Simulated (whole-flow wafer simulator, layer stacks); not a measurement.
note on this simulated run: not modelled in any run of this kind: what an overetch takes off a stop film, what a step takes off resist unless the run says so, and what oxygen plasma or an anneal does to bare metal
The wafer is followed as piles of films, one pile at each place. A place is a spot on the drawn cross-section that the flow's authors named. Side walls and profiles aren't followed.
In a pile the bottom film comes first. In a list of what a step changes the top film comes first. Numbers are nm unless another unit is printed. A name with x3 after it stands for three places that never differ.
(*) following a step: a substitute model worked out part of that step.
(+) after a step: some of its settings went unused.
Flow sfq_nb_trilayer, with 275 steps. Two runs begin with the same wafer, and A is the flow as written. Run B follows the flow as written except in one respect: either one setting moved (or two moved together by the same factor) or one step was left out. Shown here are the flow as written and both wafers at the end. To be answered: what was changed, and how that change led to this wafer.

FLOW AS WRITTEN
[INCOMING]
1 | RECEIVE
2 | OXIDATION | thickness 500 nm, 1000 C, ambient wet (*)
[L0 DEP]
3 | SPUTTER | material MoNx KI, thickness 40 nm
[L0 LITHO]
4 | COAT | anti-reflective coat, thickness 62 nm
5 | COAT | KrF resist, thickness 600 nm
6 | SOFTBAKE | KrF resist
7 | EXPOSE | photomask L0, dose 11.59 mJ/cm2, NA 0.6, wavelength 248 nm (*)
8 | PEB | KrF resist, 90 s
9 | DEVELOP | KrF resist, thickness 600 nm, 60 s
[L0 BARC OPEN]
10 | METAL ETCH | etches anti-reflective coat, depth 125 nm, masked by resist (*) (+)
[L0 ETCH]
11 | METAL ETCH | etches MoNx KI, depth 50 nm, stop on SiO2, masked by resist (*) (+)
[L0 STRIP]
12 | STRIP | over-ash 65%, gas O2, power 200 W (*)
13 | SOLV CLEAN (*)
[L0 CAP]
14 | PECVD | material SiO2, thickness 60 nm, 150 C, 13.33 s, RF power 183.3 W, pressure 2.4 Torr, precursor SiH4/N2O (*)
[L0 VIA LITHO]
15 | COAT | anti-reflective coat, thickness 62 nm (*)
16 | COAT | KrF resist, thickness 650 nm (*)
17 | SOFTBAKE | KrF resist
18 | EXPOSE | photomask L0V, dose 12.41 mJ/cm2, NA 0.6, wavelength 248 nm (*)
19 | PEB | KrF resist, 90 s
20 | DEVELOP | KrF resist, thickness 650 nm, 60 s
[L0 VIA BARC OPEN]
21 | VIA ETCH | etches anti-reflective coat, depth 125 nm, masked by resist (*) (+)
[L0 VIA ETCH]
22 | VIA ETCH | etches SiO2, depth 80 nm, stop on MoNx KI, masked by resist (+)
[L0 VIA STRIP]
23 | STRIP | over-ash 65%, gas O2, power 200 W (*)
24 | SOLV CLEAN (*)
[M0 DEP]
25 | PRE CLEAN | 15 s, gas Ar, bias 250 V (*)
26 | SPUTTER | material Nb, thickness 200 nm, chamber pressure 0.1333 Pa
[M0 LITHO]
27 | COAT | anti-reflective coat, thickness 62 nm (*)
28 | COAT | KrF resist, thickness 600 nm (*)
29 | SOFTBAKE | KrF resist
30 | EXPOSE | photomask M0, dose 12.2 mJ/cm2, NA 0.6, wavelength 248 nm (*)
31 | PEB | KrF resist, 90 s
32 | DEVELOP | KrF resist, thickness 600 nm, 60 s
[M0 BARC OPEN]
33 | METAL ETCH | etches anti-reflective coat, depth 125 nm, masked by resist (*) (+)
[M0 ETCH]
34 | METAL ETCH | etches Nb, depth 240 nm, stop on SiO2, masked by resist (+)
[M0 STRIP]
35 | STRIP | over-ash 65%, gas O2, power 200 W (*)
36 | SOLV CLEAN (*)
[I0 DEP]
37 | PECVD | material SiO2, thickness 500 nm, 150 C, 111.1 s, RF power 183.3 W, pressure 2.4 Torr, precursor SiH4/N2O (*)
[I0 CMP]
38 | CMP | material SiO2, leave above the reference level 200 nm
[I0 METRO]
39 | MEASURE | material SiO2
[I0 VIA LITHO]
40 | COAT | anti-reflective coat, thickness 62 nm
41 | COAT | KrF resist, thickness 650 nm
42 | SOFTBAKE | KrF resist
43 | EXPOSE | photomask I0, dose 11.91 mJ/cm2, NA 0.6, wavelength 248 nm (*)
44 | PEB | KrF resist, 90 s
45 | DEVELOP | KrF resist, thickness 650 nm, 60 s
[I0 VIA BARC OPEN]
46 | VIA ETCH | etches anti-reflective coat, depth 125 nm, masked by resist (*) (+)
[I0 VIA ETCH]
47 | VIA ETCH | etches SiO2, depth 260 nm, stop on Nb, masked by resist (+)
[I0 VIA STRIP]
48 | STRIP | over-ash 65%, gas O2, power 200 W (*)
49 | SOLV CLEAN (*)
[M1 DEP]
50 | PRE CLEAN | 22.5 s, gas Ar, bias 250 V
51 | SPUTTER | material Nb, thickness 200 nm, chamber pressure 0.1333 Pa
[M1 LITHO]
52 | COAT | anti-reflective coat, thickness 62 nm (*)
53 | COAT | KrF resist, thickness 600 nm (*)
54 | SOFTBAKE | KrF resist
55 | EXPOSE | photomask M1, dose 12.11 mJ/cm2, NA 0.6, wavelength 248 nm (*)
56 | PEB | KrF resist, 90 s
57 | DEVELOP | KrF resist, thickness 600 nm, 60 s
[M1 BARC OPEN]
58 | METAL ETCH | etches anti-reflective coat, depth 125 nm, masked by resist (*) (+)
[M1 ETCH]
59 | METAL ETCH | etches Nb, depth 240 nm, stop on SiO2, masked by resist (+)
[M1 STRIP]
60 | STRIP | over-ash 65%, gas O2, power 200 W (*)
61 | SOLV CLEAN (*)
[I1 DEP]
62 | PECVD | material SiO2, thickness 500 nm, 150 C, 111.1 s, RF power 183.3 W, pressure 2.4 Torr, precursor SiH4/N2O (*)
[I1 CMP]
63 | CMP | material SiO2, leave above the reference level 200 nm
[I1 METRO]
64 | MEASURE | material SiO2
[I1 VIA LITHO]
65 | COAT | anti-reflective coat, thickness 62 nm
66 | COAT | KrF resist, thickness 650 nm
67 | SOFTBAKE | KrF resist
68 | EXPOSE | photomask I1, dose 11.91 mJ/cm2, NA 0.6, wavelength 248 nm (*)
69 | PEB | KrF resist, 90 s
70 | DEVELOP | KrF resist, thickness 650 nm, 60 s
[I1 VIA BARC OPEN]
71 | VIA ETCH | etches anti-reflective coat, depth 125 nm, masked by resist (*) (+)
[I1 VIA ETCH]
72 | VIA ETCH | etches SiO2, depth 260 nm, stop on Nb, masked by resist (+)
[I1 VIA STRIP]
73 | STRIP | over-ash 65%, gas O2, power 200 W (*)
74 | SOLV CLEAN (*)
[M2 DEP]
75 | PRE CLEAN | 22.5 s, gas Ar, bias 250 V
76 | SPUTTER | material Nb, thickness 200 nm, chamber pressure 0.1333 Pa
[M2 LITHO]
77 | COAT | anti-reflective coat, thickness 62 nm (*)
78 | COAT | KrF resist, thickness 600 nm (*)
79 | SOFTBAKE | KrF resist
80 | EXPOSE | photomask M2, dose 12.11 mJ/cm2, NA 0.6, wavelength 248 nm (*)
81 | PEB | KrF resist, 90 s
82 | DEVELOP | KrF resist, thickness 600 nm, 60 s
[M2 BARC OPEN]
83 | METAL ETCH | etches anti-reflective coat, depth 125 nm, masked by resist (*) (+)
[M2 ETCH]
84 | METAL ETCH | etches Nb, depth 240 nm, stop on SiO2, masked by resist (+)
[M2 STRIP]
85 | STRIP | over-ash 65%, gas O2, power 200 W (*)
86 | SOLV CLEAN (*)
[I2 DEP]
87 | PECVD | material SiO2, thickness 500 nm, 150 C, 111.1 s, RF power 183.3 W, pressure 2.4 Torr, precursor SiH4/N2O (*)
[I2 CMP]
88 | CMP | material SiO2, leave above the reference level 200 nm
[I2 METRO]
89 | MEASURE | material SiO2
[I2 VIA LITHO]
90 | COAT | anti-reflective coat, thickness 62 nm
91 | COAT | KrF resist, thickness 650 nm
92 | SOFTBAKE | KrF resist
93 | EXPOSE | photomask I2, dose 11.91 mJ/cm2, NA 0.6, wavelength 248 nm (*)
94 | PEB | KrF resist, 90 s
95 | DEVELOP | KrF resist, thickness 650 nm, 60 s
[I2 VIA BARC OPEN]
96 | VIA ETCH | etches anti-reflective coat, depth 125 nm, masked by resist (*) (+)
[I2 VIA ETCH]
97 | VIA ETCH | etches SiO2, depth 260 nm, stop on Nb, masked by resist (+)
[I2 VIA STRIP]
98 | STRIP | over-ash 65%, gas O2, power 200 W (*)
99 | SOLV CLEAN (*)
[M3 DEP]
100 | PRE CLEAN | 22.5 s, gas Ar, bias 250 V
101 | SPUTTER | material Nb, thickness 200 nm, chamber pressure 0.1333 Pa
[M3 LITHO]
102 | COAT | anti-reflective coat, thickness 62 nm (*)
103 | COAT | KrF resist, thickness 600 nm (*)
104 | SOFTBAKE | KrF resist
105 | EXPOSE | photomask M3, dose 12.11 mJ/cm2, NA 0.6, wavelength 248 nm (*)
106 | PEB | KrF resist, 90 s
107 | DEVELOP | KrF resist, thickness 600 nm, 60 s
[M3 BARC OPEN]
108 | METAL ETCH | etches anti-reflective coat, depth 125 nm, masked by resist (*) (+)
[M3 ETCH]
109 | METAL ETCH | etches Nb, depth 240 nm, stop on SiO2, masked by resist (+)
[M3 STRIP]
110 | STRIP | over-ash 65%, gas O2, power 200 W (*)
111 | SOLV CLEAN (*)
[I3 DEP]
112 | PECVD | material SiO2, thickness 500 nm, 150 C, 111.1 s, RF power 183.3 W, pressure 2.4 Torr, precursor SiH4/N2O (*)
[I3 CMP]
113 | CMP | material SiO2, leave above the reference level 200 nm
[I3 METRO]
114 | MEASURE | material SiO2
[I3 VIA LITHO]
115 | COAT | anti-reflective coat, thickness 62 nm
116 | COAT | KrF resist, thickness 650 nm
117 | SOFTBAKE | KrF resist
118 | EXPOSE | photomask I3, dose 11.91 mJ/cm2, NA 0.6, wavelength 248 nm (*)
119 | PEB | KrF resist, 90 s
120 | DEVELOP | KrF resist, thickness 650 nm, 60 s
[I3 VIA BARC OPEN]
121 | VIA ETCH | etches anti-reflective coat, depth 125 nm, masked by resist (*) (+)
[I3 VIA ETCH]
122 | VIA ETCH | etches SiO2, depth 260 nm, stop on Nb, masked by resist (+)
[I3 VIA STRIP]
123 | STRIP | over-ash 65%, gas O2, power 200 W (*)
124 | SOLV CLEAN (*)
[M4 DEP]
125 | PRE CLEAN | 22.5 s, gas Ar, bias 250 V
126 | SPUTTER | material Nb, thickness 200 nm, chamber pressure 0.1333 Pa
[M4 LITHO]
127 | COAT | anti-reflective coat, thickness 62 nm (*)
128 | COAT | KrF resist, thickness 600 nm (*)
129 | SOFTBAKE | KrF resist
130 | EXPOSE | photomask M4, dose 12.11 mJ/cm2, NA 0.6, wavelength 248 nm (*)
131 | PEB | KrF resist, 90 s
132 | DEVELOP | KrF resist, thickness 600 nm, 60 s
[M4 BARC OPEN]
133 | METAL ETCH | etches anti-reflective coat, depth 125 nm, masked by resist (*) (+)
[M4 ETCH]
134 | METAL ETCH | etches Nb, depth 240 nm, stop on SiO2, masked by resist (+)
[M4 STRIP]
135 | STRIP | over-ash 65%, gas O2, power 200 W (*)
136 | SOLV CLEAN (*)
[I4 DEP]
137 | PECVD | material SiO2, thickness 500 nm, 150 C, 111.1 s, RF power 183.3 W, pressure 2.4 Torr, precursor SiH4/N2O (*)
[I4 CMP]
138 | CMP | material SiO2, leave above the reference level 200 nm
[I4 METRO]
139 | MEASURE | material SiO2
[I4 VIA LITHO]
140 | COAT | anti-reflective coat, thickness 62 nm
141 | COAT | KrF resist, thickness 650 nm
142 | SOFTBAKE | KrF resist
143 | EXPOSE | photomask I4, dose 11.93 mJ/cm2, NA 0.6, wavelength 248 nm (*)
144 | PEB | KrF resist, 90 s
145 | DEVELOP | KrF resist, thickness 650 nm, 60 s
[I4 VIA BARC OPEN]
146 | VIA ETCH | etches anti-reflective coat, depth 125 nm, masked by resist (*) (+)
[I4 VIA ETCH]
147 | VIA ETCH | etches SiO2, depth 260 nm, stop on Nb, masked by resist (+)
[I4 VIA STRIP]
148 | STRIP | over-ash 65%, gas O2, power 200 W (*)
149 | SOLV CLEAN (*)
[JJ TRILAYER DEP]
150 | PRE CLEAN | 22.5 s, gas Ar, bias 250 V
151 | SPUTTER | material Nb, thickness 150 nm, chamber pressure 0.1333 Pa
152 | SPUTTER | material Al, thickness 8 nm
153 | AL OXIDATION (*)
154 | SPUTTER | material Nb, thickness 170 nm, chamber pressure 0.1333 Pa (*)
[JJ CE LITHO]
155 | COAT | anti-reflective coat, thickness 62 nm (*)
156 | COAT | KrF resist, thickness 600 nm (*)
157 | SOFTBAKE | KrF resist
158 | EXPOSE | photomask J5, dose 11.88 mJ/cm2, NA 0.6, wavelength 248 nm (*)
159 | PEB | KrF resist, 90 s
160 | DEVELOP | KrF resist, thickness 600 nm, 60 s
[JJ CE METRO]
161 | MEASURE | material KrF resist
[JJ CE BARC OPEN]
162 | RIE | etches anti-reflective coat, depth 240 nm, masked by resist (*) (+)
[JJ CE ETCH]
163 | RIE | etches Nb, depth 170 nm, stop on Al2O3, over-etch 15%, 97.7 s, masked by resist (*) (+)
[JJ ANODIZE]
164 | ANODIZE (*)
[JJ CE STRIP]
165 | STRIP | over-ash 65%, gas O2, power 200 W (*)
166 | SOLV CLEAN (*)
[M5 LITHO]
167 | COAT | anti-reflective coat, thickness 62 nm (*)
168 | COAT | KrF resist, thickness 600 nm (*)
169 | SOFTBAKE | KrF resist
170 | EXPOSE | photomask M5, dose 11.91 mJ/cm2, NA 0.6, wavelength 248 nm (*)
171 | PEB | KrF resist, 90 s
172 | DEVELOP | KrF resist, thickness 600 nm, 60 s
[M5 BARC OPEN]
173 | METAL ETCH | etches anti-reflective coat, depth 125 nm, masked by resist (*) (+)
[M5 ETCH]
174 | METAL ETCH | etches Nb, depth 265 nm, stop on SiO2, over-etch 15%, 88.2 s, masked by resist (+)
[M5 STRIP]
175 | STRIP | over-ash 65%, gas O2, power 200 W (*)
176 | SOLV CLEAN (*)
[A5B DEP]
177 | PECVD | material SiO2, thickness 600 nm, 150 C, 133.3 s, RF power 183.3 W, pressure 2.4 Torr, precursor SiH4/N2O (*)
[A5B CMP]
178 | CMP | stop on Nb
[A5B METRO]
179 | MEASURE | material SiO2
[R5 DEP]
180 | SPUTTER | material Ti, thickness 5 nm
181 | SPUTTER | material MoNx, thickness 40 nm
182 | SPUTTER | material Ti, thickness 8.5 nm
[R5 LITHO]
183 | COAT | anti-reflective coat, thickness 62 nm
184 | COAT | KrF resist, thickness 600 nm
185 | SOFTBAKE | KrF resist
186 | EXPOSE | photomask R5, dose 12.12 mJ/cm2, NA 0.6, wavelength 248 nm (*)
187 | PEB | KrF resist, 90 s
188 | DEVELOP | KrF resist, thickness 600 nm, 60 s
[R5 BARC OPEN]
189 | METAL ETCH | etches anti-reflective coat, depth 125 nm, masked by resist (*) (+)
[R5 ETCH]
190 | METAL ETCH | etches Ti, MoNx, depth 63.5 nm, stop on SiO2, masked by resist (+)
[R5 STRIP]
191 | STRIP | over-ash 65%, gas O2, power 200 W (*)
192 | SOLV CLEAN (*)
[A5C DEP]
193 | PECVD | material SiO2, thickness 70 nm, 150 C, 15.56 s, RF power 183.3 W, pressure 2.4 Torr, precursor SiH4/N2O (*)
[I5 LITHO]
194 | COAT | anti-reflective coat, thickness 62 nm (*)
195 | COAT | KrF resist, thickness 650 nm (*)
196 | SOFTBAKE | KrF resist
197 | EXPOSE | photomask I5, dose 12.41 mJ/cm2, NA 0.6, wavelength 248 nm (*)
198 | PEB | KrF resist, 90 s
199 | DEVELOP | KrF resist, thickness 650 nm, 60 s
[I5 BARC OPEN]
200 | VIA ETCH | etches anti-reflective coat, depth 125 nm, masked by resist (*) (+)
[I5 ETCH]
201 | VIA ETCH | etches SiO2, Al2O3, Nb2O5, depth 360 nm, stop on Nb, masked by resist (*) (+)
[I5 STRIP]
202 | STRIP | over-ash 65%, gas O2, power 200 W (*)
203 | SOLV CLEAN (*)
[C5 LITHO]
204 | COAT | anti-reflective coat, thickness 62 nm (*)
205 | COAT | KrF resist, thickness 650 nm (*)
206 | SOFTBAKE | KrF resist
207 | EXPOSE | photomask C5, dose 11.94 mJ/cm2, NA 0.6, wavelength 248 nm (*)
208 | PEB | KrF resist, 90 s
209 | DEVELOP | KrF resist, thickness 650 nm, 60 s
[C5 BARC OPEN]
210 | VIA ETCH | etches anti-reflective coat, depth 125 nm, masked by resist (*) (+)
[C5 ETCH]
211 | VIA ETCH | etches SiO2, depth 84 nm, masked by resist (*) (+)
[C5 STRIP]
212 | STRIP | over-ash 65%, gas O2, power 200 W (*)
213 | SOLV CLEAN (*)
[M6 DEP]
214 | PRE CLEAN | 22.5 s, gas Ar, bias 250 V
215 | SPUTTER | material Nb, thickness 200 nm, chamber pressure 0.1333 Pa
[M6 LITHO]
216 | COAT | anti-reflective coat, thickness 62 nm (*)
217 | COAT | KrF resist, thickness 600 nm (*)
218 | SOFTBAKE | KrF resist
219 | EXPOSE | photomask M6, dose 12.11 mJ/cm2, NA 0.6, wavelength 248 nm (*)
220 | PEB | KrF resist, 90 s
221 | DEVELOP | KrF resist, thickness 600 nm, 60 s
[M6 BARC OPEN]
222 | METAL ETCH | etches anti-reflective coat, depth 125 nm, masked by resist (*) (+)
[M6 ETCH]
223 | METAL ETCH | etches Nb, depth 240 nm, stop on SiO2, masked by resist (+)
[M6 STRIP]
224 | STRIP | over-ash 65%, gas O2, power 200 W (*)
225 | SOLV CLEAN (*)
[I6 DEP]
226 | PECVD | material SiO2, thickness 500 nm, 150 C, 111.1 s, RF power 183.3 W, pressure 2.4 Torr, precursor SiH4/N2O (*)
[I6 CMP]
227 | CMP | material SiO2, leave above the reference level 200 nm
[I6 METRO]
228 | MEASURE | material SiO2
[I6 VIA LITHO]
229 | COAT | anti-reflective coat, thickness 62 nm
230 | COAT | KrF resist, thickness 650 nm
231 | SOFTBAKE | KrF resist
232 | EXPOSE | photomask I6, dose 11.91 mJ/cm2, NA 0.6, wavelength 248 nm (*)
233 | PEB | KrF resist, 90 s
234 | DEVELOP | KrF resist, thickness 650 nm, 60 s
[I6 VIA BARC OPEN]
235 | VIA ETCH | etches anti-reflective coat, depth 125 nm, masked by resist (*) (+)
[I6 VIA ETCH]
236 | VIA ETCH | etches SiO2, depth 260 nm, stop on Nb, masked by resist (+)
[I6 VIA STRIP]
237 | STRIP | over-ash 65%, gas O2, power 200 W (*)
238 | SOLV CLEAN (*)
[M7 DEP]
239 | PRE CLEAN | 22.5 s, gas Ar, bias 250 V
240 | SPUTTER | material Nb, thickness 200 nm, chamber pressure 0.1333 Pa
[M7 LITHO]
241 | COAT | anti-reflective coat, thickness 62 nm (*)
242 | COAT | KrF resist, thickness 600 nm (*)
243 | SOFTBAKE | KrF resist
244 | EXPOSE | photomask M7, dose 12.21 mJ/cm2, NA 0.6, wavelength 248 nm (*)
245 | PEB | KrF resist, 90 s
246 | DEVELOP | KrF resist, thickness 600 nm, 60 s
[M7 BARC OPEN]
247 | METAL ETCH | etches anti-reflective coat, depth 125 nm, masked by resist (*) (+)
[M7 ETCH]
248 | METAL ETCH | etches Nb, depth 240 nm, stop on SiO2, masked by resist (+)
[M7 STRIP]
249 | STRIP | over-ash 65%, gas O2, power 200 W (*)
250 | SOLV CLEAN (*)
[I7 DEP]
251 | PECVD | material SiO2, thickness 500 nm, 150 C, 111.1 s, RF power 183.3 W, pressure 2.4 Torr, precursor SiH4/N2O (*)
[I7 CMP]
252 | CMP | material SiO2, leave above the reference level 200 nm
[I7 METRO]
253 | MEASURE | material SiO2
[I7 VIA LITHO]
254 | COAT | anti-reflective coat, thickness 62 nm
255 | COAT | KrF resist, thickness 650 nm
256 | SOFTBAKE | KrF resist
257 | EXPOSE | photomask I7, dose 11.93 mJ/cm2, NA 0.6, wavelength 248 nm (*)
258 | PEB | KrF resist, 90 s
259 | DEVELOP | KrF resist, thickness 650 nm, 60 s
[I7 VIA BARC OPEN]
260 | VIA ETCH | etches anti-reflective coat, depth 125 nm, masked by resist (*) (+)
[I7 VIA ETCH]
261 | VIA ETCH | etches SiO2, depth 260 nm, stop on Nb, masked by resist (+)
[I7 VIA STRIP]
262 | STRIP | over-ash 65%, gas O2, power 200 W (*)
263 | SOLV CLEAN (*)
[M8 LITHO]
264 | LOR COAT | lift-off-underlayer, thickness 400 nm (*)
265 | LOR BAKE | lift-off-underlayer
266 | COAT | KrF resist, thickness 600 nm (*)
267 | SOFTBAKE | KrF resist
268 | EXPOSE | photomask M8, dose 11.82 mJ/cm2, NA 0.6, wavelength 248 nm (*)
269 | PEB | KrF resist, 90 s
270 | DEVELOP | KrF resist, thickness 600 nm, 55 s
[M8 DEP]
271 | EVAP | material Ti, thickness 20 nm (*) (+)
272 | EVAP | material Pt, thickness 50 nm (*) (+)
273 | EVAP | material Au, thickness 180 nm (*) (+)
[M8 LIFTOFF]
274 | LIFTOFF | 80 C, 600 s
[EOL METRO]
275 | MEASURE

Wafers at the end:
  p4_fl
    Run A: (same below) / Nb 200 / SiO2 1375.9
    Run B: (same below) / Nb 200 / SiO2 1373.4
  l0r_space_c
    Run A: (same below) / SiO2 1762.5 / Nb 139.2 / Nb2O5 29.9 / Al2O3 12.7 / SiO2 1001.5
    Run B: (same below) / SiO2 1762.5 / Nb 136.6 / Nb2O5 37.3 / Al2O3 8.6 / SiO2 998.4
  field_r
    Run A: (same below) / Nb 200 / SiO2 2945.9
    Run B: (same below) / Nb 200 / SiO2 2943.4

What caused this: step 152, SPUTTER: thickness 5.52 nm was run, whereas the flow has thickness 8 nm.

Step by step, how the change led to this:
  152 | SPUTTER | material Al, thickness 8 nm
      field_l, v_sur, via_sp and 100 more: A +8 Al (new film) | B +5.52 Al (new film)
      via_wl, via_wr: A +5.14 Al (new film) | B +3.55 Al (new film)
      (as well as at 1 more place)
  164 | ANODIZE (*)
      field_l, v_sur, via_sp and 96 more: A +12.2 Al2O3, +29.9 Nb2O5 (new film), -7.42 Al (all of it), -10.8 Nb | B +8.15 Al2O3, +37.3 Nb2O5 (new film), -4.94 Al (all of it), -13.4 Nb
      via_wl, via_wr: A +7.52 Al2O3 (new film), +39.2 Nb2O5 (new film), -4.56 Al (all of it), -14.1 Nb | B +4.89 Al2O3 (new film), +43.9 Nb2O5 (new film), -2.97 Al (all of it), -15.8 Nb
      (as well as at 1 more place)
  167 | COAT | anti-reflective coat, thickness 62 nm (*)
      ce_r: A +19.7 anti-reflective coat (new film) | B +18.3 anti-reflective coat (new film)
  174 | METAL ETCH | etches Nb, depth 265 nm, stop on SiO2, over-etch 15%, 88.2 s, masked by resist (+)
      r_sur, res, r_end and 48 more: A -12.6 Al2O3 (all of it), -29.9 Nb2O5 (all of it), -139.2 Nb (all of it), -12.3 SiO2 | B -8.54 Al2O3 (all of it), -37.3 Nb2O5 (all of it), -136.6 Nb (all of it), -12.2 SiO2
      field_l, wl_a_sl: A -12.6 Al2O3 (all of it), -29.9 Nb2O5 (all of it), -139.2 Nb (all of it), -12.3 SiO2 | B -8.53 Al2O3 (all of it), -37.3 Nb2O5 (all of it), -136.6 Nb (all of it), -12.2 SiO2
  175 | STRIP | over-ash 65%, gas O2, power 200 W (*)
      ce_r: A -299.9 KrF resist (all of it), -19.7 anti-reflective coat (all of it) | B -303.3 KrF resist (all of it), -18.3 anti-reflective coat (all of it)
  201 | VIA ETCH | etches SiO2, Al2O3, Nb2O5, depth 360 nm, stop on Nb, masked by resist (*) (+)
      be: A -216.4 SiO2 (all of it), -12.7 Al2O3 (all of it), -29.9 Nb2O5 (all of it) | B -213.3 SiO2 (all of it), -8.6 Al2O3 (all of it), -37.3 Nb2O5 (all of it)
